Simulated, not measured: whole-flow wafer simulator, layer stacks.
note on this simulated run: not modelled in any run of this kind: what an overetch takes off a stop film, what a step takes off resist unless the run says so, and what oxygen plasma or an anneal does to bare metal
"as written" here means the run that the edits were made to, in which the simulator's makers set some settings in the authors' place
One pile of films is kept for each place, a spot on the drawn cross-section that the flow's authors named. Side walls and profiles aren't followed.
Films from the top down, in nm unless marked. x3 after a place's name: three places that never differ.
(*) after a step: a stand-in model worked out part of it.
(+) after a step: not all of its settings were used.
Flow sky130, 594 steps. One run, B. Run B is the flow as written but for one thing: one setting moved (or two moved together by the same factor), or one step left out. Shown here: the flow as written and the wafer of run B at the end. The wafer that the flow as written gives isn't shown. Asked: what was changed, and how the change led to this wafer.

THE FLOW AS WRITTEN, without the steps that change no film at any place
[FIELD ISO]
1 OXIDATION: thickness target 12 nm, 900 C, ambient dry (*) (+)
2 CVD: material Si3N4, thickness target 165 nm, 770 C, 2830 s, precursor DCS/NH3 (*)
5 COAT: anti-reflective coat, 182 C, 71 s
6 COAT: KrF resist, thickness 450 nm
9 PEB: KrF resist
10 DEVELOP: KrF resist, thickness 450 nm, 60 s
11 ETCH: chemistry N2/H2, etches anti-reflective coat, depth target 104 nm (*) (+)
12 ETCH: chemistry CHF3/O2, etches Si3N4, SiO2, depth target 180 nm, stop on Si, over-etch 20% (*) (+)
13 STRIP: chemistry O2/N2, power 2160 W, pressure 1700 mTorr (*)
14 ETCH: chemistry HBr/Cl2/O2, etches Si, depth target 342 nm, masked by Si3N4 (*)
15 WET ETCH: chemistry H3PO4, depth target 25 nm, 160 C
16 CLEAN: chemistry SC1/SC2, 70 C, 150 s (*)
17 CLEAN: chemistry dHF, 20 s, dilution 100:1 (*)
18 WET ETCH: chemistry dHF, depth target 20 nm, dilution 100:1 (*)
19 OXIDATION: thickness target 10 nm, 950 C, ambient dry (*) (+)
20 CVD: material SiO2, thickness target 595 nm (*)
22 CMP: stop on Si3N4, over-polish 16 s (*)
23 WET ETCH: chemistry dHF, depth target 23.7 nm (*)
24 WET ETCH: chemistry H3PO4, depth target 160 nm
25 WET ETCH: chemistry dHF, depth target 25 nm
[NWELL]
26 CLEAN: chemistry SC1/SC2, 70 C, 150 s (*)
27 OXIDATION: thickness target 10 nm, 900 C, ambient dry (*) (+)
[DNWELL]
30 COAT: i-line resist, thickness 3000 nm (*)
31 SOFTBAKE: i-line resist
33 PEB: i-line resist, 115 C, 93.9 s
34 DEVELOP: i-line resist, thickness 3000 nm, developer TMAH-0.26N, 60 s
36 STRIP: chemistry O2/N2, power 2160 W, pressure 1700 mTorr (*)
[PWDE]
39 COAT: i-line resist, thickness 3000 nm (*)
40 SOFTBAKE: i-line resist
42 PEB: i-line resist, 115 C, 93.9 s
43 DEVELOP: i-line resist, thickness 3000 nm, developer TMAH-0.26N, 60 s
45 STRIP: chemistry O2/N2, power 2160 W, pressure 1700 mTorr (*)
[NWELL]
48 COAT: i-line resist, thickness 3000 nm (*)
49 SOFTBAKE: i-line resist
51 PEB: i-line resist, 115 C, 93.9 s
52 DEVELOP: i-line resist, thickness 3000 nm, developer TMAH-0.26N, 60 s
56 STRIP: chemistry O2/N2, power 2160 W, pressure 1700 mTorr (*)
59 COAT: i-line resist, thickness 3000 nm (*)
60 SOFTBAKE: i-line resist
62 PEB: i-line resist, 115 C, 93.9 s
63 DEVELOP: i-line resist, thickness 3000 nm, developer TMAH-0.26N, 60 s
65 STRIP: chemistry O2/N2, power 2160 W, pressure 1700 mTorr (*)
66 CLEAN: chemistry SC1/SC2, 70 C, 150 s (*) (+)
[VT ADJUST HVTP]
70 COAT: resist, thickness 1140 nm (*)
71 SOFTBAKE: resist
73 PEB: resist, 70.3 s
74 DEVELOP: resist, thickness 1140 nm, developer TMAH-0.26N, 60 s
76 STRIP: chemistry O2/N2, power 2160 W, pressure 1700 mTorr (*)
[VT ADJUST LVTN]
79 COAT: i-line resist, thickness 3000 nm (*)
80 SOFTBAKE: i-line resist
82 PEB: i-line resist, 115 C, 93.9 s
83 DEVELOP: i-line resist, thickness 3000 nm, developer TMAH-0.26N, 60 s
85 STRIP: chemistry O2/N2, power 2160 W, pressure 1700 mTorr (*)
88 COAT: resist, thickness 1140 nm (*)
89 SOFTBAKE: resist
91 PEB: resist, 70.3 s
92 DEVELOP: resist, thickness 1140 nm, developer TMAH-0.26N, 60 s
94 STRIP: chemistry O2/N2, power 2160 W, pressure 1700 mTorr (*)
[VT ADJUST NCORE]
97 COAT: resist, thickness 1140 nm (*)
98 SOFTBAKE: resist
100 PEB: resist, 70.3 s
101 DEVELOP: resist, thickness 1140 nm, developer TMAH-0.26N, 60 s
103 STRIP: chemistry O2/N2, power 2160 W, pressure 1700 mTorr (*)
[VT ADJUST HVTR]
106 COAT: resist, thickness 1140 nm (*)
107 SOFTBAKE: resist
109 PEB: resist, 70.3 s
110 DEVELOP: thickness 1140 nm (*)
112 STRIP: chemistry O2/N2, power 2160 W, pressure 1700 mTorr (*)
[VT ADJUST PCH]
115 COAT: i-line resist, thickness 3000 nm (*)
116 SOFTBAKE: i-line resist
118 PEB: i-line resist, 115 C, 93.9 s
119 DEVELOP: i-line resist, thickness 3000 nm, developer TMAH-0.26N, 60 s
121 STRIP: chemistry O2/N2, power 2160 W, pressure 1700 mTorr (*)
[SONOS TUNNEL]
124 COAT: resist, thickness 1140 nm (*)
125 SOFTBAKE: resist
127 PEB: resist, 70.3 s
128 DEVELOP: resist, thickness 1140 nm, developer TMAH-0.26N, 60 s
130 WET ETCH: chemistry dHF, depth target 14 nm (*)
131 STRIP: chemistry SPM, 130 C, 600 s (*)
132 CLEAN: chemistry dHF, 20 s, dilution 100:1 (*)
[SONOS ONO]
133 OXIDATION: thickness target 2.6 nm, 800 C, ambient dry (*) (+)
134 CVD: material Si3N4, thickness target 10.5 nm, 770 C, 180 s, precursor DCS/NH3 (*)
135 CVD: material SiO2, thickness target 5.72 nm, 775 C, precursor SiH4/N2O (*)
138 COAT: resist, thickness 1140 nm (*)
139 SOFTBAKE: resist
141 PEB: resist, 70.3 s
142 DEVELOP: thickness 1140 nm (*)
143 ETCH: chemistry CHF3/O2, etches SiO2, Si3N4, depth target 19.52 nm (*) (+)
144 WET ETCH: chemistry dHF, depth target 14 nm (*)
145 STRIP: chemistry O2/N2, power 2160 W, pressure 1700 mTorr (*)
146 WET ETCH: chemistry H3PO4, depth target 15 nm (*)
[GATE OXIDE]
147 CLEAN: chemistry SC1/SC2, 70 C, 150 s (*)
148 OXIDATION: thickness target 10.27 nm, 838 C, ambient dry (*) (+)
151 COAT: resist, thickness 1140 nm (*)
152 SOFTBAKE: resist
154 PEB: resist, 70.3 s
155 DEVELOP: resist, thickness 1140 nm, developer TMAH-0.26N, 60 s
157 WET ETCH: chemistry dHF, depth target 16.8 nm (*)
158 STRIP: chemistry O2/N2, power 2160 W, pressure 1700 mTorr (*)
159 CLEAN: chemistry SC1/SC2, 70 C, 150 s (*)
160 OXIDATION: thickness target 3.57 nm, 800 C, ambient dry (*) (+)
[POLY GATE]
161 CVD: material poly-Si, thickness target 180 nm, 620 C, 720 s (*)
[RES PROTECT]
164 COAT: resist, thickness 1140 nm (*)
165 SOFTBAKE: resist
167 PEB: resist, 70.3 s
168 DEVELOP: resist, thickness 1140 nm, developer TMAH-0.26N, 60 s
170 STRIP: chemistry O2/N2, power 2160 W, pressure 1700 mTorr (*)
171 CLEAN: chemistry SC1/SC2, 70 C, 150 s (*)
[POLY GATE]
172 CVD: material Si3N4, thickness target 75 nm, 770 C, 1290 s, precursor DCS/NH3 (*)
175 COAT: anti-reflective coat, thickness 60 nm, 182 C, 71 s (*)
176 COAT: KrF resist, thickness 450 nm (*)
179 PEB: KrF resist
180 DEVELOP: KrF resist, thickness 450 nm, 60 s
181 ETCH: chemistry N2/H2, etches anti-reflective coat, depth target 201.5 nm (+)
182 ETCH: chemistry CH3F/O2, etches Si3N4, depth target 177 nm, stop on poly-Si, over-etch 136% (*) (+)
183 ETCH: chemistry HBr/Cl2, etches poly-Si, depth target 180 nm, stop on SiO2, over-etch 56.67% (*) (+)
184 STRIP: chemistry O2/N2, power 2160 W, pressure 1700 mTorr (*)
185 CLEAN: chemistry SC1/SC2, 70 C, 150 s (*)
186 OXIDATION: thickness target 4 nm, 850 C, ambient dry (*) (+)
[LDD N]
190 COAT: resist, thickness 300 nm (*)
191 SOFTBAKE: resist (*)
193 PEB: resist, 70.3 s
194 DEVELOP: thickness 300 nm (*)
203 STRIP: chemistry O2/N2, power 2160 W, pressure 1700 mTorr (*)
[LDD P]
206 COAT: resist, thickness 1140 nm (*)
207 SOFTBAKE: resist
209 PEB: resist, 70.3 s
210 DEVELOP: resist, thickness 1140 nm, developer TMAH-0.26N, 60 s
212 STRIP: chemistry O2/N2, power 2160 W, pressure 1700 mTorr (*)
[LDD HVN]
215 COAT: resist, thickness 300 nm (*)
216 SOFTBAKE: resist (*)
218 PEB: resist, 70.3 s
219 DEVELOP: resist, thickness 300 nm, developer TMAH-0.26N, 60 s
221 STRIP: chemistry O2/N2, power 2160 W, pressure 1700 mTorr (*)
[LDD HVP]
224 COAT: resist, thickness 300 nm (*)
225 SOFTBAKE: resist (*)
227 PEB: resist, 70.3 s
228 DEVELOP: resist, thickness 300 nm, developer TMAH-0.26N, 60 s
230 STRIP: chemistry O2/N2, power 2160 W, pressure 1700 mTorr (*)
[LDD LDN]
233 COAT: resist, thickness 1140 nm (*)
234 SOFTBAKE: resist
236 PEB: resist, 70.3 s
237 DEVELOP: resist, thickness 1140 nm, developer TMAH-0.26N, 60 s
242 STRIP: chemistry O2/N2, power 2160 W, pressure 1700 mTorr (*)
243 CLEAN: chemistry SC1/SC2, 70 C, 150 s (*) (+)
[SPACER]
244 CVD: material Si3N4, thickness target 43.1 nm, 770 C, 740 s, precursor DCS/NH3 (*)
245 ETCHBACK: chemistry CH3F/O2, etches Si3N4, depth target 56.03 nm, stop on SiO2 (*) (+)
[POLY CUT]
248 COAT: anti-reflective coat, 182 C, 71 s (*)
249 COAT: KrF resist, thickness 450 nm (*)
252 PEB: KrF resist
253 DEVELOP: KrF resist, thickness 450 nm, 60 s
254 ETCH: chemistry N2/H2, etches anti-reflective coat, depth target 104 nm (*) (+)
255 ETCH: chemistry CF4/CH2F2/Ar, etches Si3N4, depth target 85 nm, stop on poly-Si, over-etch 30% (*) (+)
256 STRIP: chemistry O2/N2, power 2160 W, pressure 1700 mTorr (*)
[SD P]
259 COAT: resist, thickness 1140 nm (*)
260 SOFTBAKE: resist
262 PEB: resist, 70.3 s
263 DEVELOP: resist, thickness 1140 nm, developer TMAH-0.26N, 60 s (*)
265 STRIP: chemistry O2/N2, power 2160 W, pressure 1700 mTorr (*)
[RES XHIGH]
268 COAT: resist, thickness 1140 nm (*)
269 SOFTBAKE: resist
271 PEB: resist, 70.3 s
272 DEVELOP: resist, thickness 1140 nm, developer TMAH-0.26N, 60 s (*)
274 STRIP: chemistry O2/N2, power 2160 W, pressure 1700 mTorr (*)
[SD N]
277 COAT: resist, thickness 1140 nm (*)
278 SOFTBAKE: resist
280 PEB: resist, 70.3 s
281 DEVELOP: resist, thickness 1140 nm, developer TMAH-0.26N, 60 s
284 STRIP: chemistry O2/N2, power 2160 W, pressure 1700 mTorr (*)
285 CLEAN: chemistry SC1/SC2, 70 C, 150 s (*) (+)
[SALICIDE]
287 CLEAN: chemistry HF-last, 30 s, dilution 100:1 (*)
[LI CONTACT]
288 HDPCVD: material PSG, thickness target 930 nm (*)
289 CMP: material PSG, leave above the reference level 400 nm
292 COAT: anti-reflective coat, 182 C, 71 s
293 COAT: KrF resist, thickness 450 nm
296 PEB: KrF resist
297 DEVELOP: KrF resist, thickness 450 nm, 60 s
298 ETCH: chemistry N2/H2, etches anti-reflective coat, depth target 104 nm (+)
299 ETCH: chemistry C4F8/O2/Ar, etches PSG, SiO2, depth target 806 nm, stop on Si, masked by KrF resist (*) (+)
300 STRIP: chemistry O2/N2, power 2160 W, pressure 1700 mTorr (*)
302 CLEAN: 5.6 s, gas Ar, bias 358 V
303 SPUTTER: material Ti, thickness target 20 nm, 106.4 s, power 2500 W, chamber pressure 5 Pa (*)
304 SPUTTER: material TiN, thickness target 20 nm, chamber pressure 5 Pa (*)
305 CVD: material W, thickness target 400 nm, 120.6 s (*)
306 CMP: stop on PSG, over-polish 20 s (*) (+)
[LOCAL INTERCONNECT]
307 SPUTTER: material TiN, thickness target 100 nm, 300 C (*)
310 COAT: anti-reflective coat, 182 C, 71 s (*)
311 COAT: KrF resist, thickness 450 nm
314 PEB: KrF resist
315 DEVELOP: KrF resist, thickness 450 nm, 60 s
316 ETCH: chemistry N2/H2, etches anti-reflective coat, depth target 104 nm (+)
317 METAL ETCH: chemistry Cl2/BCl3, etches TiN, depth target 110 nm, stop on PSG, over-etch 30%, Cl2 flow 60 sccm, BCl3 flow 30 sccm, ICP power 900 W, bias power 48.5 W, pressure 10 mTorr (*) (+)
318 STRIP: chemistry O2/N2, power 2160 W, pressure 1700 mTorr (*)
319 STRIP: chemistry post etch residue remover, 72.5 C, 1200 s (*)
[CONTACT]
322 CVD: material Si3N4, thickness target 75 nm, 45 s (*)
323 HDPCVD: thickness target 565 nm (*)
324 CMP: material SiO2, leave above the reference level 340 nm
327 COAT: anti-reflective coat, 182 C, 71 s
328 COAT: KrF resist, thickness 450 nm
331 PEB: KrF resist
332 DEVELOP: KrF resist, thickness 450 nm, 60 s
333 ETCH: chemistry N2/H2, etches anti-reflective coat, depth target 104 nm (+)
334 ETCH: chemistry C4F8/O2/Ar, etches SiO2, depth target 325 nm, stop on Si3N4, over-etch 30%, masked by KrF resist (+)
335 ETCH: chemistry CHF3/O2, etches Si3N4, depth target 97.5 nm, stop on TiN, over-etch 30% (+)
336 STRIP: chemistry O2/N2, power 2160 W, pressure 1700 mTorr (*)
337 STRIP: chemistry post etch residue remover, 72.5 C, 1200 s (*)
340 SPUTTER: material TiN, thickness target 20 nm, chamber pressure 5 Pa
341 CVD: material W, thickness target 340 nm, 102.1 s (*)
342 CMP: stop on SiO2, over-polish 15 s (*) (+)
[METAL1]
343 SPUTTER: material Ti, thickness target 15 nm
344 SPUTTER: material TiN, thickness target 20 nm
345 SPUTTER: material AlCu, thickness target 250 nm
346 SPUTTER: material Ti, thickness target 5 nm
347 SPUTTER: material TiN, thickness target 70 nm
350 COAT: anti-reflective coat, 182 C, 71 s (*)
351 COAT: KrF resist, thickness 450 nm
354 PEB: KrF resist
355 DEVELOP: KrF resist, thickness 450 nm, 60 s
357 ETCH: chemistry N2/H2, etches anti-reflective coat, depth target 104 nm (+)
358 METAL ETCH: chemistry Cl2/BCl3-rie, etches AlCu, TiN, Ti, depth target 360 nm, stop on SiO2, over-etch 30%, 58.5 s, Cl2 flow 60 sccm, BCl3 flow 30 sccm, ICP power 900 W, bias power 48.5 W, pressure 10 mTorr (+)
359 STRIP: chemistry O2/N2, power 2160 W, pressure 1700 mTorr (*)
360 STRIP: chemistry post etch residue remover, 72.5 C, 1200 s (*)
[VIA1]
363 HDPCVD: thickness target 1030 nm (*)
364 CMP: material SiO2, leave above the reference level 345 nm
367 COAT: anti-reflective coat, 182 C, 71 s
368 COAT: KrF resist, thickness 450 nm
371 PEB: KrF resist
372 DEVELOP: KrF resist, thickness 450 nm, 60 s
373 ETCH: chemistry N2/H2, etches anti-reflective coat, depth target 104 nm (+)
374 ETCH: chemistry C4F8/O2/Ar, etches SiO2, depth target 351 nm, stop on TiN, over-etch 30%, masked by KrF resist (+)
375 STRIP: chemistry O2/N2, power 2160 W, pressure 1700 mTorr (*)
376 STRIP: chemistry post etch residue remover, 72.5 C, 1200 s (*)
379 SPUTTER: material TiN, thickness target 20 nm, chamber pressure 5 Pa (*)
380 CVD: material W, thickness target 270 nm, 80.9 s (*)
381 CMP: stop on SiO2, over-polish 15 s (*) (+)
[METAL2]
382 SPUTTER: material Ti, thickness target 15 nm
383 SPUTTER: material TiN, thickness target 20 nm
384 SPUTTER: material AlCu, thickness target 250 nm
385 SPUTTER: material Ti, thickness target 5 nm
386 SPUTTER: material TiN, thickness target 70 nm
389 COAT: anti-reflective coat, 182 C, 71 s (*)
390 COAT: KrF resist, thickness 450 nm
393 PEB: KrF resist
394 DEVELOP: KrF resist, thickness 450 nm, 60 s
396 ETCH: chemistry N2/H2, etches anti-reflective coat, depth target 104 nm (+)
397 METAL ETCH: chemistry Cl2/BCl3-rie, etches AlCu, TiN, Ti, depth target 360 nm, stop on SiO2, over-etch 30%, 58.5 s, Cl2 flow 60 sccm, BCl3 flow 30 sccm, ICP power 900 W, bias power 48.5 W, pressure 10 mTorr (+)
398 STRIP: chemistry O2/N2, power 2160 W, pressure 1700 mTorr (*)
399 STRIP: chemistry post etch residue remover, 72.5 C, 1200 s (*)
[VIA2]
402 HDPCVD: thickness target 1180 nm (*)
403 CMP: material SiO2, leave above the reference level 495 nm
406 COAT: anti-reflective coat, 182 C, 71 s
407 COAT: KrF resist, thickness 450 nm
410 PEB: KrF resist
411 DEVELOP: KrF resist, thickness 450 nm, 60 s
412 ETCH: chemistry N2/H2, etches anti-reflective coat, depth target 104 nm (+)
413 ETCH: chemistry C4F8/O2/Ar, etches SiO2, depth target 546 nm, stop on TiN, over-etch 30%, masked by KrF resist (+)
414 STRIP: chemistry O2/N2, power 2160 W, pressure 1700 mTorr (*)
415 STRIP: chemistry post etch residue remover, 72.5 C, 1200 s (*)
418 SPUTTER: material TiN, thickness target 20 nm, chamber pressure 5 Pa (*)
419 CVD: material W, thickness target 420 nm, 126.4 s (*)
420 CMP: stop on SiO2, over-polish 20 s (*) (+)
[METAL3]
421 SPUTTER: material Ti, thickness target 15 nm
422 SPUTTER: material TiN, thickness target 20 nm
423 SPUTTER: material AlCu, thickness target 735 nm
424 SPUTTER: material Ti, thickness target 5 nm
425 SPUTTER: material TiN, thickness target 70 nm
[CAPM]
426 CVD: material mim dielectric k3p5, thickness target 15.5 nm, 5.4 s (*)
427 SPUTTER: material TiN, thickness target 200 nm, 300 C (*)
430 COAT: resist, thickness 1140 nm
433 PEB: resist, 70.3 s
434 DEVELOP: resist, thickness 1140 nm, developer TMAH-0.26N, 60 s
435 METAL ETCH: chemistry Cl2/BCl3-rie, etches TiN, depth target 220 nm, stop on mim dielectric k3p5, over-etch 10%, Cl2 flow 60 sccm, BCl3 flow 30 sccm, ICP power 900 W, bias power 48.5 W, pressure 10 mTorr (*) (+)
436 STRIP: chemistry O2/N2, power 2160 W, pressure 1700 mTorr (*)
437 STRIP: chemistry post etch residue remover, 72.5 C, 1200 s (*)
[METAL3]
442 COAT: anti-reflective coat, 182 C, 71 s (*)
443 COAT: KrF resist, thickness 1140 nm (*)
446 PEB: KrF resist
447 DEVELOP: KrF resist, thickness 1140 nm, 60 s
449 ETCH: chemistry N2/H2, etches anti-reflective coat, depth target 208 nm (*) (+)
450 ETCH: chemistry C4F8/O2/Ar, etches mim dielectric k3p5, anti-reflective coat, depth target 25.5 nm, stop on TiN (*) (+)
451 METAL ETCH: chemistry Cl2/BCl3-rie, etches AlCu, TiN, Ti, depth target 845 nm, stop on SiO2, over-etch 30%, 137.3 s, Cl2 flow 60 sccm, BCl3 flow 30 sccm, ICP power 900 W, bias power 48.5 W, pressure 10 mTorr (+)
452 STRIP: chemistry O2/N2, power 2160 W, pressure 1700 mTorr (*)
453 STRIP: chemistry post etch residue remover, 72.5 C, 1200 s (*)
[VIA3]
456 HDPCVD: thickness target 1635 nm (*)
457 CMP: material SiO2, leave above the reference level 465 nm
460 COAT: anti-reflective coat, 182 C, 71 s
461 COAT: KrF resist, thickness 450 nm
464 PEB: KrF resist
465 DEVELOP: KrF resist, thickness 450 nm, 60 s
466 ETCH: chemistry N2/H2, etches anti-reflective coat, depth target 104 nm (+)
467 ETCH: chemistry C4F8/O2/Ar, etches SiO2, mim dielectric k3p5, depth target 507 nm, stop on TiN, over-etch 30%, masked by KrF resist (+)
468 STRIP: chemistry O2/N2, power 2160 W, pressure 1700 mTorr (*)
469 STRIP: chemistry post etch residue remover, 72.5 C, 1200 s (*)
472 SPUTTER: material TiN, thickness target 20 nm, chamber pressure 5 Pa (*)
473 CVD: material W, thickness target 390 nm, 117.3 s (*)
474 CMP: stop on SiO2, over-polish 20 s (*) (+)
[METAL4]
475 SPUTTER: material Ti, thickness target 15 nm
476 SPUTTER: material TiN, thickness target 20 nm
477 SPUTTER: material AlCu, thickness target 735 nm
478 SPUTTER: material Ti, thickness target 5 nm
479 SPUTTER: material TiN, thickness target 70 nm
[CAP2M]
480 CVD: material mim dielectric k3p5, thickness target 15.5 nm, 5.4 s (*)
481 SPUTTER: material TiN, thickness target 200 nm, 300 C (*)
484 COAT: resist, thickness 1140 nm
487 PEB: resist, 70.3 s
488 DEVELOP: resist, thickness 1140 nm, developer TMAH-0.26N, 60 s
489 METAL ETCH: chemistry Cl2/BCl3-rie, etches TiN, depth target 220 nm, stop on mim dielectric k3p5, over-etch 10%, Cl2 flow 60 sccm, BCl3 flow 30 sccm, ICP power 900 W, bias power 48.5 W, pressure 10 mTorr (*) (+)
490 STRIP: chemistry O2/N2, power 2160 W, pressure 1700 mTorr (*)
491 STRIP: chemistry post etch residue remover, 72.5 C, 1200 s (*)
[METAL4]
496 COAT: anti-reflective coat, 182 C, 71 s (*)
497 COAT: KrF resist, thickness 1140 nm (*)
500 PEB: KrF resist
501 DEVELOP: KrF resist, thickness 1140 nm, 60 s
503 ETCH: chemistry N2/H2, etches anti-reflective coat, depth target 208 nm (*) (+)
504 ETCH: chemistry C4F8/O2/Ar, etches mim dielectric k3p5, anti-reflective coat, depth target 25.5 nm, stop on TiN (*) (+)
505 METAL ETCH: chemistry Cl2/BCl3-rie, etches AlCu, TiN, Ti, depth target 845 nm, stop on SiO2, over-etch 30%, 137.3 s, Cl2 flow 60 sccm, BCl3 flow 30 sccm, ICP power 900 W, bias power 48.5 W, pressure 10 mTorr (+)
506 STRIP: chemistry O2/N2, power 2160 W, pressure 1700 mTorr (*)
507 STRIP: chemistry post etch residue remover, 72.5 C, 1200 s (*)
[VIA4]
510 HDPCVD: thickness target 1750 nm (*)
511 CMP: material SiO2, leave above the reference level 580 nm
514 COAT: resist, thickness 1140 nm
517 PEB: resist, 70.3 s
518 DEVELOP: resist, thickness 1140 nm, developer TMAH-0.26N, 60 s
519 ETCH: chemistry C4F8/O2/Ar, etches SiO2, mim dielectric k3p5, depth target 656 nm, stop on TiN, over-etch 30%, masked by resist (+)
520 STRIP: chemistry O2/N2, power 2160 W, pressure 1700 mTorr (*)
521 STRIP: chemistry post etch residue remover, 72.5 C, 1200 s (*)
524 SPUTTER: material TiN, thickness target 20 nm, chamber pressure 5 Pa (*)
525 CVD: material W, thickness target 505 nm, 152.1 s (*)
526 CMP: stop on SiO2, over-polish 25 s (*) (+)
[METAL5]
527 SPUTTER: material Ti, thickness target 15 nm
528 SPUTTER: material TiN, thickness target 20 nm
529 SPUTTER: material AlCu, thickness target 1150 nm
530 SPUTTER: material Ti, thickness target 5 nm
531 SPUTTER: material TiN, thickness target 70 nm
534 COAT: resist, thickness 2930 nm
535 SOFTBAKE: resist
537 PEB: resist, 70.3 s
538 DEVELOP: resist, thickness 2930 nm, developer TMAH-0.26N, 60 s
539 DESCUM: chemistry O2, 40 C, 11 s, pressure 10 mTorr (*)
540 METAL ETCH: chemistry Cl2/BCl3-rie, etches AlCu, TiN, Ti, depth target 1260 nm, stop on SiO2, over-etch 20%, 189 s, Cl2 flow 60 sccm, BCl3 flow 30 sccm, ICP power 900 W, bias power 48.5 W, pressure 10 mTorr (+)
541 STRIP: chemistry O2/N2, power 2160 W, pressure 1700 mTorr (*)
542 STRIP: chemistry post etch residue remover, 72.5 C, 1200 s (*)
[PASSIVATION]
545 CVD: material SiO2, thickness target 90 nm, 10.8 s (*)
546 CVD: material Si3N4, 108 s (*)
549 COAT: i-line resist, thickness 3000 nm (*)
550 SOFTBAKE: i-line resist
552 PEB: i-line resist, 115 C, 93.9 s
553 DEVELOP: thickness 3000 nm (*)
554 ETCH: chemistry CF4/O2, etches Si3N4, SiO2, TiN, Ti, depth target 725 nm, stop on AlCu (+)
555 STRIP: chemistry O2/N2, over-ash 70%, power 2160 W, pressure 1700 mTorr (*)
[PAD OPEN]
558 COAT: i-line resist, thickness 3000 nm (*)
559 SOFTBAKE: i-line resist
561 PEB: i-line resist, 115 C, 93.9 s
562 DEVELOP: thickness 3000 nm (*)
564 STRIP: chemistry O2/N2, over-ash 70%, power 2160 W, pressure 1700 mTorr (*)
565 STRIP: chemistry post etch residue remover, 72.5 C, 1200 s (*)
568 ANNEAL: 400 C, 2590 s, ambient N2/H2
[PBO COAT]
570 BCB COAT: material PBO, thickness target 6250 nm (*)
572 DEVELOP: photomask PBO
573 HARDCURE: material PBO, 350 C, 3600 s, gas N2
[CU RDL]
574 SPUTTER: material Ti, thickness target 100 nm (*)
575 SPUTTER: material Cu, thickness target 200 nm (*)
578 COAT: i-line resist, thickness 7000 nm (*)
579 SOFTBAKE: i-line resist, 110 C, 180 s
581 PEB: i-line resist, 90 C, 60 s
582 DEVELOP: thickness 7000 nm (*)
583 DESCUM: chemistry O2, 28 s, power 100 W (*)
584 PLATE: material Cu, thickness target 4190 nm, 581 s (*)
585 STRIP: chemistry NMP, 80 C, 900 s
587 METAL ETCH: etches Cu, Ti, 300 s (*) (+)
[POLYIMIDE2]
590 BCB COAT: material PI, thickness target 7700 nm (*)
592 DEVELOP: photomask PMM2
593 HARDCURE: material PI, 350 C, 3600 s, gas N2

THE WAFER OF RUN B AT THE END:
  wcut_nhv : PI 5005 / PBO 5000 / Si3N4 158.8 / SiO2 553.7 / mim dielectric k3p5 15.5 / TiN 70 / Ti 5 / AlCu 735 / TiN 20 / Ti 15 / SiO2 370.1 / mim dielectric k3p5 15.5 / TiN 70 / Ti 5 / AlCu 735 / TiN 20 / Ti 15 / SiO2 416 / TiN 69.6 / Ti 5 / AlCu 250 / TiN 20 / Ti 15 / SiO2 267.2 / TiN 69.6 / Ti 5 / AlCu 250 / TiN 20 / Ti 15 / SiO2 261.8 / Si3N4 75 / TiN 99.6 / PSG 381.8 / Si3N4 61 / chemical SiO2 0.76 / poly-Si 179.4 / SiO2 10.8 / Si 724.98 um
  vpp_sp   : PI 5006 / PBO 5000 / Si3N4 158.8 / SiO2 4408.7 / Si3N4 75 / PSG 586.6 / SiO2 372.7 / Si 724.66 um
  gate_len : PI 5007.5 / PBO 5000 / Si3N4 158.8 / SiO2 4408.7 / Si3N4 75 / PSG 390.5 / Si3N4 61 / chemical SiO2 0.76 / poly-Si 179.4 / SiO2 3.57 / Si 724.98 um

The cause: step 540, METAL ETCH: depth target 1512 nm was run, where the flow has depth target 1260 nm; step 540, METAL ETCH: 227 s was run, where the flow has 189 s.

How the change led to this, step by step:
  540 METAL ETCH: chemistry Cl2/BCl3-rie, etches AlCu, TiN, Ti, depth target 1260 nm, stop on SiO2, over-etch 20%, 189 s, Cl2 flow 60 sccm, BCl3 flow 30 sccm, ICP power 900 W, bias power 48.5 W, pressure 10 mTorr (+)
      field, active, gate and 175 more: TiN -70 (all of it), Ti -5 (all of it), AlCu -1150 (all of it), TiN -20 (all of it), Ti -15 (all of it), SiO2 -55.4 (as written it would be: TiN -70 (all of it), Ti -5 (all of it), AlCu -1150 (all of it), TiN -20 (all of it), Ti -15 (all of it), SiO2 -25.2)
      n_well, p_well, sd_n and 12 more: resist -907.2 (as written it would be: resist -756)
  541 STRIP: chemistry O2/N2, power 2160 W, pressure 1700 mTorr (*)
      n_well, p_well, sd_n and 9 more: resist -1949 (all of it) (as written it would be: resist -2100.2 (all of it))
      m1, via4_hole: resist -1951.1 (all of it) (as written it would be: resist -2102.3 (all of it))
      (and at 1 more place)
  550 SOFTBAKE: i-line resist
      gate: i-line resist -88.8 (as written it would be: i-line resist -85.5)
      spacer: i-line resist -101.4 (as written it would be: i-line resist -97.5)
      (and at 56 more places)
  555 STRIP: chemistry O2/N2, over-ash 70%, power 2160 W, pressure 1700 mTorr (*)
      n_well, p_well, sd_n, sd_p: i-line resist -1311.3 (all of it) (as written it would be: i-line resist -1340.8 (all of it))
      m1: i-line resist -1335.2 (all of it) (as written it would be: i-line resist -1364.1 (all of it))
      (and at 3 more places)
  559 SOFTBAKE: i-line resist
      gate: i-line resist -88.8 (as written it would be: i-line resist -85.5)
      gate_hv: i-line resist +23.2 (as written it would be: i-line resist +22.2)
      (and at 61 more places)
  578 COAT: i-line resist, thickness 7000 nm (*)
      pad: i-line resist +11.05 um (new film) (as written it would be: i-line resist +11.08 um (new film))
  579 SOFTBAKE: i-line resist, 110 C, 180 s
      mim: i-line resist -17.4 (as written it would be: i-line resist -16.8)
      nw_fld__w1: i-line resist -18.6 (as written it would be: i-line resist -18)
      (and at 1 more place)
  582 DEVELOP: thickness 7000 nm (*)
      pad: i-line resist -11.05 um (all of it) (as written it would be: i-line resist -11.08 um (all of it))
